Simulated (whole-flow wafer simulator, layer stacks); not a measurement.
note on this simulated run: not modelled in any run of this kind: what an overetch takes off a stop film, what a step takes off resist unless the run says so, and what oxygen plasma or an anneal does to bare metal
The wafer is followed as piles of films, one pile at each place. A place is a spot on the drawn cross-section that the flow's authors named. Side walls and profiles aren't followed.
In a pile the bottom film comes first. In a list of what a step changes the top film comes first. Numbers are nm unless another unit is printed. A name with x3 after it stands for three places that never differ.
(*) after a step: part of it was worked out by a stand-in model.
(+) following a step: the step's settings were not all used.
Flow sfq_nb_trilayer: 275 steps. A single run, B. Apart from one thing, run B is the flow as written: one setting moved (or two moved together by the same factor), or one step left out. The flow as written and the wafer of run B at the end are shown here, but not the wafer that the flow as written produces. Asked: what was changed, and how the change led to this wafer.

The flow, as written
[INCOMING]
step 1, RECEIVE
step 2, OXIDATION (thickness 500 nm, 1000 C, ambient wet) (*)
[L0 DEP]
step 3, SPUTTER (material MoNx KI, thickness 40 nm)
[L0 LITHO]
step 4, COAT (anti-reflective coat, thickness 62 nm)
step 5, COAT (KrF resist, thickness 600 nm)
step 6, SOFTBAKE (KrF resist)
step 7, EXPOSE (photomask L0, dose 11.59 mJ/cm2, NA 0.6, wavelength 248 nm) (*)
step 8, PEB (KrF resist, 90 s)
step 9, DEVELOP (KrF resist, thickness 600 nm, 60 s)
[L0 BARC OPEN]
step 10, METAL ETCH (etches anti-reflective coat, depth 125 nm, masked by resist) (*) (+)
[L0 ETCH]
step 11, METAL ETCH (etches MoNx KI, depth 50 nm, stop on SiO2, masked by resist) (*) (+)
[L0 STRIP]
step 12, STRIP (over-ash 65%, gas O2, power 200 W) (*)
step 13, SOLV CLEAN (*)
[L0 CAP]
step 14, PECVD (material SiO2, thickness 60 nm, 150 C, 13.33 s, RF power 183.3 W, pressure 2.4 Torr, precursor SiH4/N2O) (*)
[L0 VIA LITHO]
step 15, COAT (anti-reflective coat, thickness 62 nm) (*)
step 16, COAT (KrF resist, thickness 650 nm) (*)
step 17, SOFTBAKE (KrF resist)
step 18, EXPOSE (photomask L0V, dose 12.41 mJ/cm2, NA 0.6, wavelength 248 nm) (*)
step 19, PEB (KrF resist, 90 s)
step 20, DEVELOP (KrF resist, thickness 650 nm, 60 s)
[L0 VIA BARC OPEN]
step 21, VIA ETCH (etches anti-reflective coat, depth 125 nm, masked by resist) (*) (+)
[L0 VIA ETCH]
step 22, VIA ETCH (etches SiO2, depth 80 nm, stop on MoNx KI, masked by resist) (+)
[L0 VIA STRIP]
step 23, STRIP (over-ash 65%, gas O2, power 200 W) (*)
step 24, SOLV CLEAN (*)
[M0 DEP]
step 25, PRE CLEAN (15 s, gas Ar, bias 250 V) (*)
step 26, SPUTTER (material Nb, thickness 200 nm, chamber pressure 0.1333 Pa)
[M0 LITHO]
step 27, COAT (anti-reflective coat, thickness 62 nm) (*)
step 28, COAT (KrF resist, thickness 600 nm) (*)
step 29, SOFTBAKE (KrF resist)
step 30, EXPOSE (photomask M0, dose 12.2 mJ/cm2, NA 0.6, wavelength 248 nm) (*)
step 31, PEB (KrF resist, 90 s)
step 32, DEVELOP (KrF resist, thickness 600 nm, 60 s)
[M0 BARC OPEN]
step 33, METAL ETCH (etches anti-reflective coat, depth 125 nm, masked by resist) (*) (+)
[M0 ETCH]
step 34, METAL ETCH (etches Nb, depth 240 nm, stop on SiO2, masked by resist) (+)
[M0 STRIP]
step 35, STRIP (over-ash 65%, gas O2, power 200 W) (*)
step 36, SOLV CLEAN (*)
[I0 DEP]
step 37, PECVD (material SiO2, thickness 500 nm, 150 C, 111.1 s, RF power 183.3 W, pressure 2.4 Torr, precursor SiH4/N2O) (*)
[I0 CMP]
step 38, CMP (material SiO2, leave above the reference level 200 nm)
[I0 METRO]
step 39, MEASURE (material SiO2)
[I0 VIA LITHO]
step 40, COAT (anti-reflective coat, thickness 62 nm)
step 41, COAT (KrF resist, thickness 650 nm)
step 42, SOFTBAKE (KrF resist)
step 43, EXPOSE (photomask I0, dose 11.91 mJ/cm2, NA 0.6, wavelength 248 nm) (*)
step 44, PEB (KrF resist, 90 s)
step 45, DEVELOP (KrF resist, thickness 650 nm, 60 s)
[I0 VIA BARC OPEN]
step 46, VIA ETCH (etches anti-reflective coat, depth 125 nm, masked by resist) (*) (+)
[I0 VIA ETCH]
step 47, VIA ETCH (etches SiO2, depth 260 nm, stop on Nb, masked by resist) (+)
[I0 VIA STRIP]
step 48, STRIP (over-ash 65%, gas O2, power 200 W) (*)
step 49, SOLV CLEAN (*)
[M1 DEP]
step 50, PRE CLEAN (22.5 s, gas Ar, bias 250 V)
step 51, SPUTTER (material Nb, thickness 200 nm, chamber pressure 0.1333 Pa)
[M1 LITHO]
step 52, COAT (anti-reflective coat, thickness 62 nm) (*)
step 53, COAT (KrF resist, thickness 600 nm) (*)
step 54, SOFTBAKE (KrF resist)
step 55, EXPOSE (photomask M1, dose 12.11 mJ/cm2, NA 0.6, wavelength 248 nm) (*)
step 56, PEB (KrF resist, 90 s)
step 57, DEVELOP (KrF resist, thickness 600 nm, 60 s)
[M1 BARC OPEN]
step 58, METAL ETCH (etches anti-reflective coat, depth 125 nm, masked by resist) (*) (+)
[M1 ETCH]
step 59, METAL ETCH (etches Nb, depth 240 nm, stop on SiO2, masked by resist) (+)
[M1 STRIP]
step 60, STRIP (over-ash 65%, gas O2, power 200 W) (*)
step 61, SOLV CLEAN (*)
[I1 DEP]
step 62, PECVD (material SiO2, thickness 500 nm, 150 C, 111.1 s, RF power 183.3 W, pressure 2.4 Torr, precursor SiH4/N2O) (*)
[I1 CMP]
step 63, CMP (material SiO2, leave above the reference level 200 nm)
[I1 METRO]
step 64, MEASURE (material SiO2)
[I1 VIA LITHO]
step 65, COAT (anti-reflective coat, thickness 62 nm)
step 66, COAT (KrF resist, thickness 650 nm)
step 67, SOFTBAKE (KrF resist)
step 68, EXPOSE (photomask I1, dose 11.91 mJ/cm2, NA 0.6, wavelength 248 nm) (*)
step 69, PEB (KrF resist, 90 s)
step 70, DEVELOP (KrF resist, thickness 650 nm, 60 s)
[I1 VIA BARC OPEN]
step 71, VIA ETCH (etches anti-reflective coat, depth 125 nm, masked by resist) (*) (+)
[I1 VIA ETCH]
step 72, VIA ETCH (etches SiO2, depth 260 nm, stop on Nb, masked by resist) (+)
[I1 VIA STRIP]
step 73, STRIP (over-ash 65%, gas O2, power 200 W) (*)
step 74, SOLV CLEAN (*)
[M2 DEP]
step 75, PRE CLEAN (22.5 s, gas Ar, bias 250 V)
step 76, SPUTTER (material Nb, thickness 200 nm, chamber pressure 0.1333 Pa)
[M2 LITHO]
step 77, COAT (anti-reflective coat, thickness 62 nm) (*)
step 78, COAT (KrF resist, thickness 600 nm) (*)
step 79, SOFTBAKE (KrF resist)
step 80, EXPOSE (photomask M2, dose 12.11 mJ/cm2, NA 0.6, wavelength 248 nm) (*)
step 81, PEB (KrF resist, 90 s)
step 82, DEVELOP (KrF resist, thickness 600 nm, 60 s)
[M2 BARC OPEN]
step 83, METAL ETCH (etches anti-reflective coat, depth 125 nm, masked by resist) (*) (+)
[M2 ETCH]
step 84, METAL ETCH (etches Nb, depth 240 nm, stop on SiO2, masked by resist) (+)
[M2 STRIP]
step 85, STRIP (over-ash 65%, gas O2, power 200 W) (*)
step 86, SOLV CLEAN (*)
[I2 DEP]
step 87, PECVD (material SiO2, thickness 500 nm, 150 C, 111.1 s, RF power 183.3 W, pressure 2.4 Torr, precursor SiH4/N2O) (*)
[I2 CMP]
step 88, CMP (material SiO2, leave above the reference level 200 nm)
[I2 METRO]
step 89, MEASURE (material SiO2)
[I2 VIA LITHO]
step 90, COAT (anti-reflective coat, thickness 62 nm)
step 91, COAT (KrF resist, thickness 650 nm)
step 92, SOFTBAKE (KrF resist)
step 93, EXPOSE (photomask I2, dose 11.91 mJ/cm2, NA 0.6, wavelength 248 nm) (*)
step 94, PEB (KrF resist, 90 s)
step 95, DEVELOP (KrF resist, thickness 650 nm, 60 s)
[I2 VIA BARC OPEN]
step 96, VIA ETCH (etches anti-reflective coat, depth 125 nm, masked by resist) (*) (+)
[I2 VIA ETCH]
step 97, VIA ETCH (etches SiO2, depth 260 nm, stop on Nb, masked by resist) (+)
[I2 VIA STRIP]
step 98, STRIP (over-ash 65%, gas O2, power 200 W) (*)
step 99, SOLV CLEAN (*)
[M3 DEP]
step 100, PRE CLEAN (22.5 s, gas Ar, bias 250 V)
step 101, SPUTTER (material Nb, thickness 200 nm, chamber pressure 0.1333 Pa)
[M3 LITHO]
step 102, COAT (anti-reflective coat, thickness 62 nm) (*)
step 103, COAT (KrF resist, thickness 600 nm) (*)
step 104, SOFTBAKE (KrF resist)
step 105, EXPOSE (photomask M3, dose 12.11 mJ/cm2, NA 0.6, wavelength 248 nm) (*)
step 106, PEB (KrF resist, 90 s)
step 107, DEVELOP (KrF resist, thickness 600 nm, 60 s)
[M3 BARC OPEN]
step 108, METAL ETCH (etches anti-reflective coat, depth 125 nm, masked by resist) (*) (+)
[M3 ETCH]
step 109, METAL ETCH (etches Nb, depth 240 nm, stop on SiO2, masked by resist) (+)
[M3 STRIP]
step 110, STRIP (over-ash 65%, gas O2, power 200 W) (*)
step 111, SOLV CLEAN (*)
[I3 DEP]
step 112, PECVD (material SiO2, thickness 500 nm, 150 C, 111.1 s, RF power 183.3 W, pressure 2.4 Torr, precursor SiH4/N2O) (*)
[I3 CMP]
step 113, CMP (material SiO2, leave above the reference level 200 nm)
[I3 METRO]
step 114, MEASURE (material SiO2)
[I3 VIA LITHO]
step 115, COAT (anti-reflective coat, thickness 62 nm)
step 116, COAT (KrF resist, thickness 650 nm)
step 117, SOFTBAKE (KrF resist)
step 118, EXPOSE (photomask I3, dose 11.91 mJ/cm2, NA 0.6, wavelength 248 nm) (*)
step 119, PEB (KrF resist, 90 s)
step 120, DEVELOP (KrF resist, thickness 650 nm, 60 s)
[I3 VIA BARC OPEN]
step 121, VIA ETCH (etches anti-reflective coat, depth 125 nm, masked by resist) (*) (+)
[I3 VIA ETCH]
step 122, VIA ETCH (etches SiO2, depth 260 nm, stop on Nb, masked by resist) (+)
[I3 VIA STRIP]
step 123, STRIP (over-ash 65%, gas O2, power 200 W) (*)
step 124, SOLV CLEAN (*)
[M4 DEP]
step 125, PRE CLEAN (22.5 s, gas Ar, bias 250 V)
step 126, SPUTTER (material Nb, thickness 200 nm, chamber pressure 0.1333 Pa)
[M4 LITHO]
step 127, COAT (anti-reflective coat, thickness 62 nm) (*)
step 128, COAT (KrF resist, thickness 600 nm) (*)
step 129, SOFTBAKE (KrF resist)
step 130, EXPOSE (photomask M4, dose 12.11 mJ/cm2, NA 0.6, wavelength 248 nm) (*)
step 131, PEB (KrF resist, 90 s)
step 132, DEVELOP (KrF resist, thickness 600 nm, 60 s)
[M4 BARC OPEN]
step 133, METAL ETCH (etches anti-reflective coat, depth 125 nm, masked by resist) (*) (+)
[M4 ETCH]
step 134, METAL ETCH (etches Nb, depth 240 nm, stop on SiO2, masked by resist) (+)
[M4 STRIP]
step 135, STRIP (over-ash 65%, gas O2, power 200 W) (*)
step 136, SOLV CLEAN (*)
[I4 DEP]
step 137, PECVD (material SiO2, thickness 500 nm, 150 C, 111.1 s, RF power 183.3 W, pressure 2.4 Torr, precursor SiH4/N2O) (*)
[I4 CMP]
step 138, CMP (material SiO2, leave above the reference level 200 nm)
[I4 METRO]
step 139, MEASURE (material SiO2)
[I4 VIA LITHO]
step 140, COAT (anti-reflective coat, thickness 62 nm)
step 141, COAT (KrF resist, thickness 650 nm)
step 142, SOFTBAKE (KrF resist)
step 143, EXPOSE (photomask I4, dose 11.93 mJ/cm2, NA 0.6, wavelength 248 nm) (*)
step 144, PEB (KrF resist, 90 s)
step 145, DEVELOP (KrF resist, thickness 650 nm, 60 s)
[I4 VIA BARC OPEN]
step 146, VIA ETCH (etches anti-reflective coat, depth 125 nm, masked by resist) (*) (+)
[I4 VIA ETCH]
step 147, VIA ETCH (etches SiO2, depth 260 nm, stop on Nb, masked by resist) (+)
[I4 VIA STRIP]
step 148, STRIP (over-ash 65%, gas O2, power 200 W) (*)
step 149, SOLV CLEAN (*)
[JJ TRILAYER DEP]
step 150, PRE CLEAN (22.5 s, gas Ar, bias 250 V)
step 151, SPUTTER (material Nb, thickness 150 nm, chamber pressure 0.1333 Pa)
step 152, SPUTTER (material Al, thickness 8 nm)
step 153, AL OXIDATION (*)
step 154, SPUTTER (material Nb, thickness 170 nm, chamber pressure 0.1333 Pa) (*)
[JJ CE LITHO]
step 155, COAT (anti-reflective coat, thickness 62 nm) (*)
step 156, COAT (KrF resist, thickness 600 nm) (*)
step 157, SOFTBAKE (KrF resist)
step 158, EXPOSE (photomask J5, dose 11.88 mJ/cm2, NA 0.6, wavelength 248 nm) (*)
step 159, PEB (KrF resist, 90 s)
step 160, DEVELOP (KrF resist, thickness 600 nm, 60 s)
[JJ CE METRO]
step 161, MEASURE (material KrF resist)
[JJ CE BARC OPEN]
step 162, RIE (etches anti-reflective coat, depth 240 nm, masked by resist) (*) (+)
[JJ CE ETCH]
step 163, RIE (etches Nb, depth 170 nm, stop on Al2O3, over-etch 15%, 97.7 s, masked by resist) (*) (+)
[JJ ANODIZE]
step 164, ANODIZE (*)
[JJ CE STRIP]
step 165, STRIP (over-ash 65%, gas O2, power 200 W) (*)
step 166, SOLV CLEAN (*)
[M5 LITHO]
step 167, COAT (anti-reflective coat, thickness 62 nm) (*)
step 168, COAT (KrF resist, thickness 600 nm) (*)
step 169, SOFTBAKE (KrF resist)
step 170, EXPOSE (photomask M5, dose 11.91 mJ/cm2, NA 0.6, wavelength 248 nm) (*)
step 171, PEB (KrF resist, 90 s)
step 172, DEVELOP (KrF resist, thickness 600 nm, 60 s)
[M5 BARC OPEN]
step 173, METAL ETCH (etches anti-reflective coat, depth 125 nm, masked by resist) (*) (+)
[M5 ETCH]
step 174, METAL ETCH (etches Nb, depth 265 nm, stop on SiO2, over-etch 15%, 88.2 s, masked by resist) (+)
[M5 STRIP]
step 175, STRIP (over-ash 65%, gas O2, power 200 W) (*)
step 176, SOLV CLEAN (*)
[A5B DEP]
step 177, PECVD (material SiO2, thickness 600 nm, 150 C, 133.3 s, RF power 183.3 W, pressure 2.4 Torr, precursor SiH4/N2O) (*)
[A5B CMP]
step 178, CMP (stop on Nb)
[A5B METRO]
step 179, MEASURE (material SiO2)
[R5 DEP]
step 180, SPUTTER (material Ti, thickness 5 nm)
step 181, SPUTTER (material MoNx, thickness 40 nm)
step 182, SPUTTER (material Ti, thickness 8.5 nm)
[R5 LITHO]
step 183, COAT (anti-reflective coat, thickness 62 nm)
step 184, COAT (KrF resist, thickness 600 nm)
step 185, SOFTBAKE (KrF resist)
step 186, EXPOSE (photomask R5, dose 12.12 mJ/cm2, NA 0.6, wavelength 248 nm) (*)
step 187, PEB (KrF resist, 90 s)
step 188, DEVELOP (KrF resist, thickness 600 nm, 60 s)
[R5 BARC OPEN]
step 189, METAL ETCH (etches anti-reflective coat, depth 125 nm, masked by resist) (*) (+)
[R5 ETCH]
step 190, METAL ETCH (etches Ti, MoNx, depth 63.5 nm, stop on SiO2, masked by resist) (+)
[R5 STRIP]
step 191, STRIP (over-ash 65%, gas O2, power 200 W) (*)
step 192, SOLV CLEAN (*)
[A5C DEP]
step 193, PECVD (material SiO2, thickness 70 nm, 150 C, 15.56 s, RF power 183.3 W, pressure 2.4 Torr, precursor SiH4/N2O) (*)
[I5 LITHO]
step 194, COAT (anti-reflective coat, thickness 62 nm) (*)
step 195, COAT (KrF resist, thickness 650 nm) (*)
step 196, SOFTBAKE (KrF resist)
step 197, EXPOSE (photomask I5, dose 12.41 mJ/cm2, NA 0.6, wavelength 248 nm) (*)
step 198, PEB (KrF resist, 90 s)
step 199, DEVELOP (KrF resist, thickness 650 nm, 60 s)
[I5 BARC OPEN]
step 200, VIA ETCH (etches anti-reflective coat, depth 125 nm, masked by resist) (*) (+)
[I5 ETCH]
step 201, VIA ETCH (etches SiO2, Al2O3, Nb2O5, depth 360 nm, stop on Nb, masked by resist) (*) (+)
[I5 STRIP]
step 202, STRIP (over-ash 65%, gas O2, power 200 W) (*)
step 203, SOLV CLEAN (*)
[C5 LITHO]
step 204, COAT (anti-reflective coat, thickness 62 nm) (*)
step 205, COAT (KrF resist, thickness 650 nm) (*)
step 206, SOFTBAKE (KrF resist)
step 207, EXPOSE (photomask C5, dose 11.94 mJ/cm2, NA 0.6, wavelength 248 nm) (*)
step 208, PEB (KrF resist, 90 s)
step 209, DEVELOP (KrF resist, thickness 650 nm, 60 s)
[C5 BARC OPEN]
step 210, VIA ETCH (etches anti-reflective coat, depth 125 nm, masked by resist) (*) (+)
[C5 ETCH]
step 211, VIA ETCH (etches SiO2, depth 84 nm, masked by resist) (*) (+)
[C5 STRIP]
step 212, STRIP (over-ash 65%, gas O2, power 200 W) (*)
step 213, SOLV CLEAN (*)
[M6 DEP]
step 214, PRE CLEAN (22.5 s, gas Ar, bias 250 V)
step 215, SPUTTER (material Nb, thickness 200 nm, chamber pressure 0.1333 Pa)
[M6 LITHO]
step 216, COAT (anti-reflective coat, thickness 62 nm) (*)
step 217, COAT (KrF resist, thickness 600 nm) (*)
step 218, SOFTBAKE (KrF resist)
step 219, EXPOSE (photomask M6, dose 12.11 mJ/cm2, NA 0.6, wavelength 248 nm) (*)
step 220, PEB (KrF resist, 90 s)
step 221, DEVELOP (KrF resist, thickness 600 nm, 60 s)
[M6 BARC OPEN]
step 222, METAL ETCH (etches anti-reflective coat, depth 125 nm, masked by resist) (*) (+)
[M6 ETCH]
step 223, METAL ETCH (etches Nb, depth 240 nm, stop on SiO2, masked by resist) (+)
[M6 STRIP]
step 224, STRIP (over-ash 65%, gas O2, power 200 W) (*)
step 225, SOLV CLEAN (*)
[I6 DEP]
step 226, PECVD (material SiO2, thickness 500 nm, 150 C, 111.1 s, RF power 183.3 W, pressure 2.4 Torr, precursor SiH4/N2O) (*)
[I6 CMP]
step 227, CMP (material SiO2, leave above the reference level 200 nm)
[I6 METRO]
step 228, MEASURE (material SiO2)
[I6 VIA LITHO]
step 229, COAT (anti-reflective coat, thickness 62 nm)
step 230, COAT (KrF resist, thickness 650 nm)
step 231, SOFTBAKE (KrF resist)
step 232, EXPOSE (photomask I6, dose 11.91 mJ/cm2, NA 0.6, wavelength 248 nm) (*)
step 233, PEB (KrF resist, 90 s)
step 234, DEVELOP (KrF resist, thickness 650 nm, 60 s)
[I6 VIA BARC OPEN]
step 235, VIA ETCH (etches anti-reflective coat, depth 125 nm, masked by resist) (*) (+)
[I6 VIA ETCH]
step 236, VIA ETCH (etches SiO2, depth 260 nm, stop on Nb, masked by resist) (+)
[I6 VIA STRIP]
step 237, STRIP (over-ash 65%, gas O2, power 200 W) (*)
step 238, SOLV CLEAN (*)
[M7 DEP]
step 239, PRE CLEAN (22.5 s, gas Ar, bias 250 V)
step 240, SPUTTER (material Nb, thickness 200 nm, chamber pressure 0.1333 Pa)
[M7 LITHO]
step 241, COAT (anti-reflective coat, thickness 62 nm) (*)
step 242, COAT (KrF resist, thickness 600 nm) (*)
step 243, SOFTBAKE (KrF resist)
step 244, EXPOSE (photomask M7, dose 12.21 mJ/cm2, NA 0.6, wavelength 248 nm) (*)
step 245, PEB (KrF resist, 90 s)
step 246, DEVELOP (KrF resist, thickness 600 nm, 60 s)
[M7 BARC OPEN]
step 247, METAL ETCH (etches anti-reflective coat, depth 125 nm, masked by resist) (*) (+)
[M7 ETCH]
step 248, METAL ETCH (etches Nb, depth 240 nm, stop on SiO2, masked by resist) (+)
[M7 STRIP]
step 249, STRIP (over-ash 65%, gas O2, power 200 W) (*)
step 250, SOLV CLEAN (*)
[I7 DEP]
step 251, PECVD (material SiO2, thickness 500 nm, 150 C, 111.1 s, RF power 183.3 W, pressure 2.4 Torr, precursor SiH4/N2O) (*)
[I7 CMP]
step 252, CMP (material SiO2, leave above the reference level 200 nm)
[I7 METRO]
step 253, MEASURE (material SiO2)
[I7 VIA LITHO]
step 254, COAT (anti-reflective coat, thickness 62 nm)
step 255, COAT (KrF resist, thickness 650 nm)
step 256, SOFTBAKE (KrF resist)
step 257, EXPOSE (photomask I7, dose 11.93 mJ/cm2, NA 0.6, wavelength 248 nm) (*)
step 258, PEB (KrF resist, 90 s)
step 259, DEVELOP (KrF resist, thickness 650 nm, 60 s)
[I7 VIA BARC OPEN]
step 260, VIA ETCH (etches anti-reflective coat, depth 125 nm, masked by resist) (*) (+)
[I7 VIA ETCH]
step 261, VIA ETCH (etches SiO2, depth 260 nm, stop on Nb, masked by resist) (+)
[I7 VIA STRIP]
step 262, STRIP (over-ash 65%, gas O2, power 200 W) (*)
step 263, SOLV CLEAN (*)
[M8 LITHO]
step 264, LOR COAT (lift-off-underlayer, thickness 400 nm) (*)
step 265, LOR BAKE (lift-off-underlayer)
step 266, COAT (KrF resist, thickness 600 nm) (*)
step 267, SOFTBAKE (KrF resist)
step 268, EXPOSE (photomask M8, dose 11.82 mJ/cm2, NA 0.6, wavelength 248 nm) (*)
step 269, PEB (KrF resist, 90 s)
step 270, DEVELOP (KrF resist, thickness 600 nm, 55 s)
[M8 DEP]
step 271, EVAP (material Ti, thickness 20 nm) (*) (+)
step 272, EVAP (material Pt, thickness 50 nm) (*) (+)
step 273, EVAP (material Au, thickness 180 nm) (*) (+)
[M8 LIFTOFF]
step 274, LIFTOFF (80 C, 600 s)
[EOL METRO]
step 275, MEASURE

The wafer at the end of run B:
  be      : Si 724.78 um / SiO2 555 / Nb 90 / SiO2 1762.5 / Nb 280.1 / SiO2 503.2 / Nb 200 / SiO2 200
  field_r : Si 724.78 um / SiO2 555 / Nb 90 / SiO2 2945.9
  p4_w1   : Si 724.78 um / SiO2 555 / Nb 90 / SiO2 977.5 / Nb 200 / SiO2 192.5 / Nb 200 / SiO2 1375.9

What caused this: step 26, SPUTTER: thickness 90 nm was run, though the flow has thickness 200 nm.
The wafer lets one read it off: be has Nb 90, and step 26 as written asks for 200 nm.

How this came from the change, step by step:
  step 26, SPUTTER (material Nb, thickness 200 nm, chamber pressure 0.1333 Pa)
      field_l, via_wl, via_w and 100 more: +90 Nb (new film) (as written it would have been: +200 Nb (new film))
      v_sur: +86.9 Nb (new film) (as written it would have been: +200 Nb (new film))
      (as well as at 2 more places)
  step 27, COAT (anti-reflective coat, thickness 62 nm) (*)
      v_sur: +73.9 anti-reflective coat (new film) (as written it would have been: +72.3 anti-reflective coat (new film))
  step 34, METAL ETCH (etches Nb, depth 240 nm, stop on SiO2, masked by resist) (+)
      field_l, v_sur, via_wl and 100 more: -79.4 KrF resist (as written it would have been: -141.2 KrF resist)
      moat, m0r_space_l x2: -90 Nb (all of it) (as written it would have been: -200 Nb (all of it))
  step 35, STRIP (over-ash 65%, gas O2, power 200 W) (*)
      p4_fl, p4_fm, p4_w1 and 68 more: -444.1 KrF resist (all of it), -62 anti-reflective coat (all of it) (as written it would have been: -382.4 KrF resist (all of it), -62 anti-reflective coat (all of it))
      c5j, ce_r, sp_r, be_r, r_sur, res: -450.7 KrF resist (all of it), -63.6 anti-reflective coat (all of it) (as written it would have been: -389 KrF resist (all of it), -63.6 anti-reflective coat (all of it))
      (as well as at 26 more places)
  step 37, PECVD (material SiO2, thickness 500 nm, 150 C, 111.1 s, RF power 183.3 W, pressure 2.4 Torr, precursor SiH4/N2O) (*)
      moat, m0r_space_l x2: +500 SiO2 (as written it would have been: +557.1 SiO2)
  step 38, CMP (material SiO2, leave above the reference level 200 nm)
      moat, m0r_space_l x2: -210 SiO2 (as written it would have been: -157.1 SiO2)
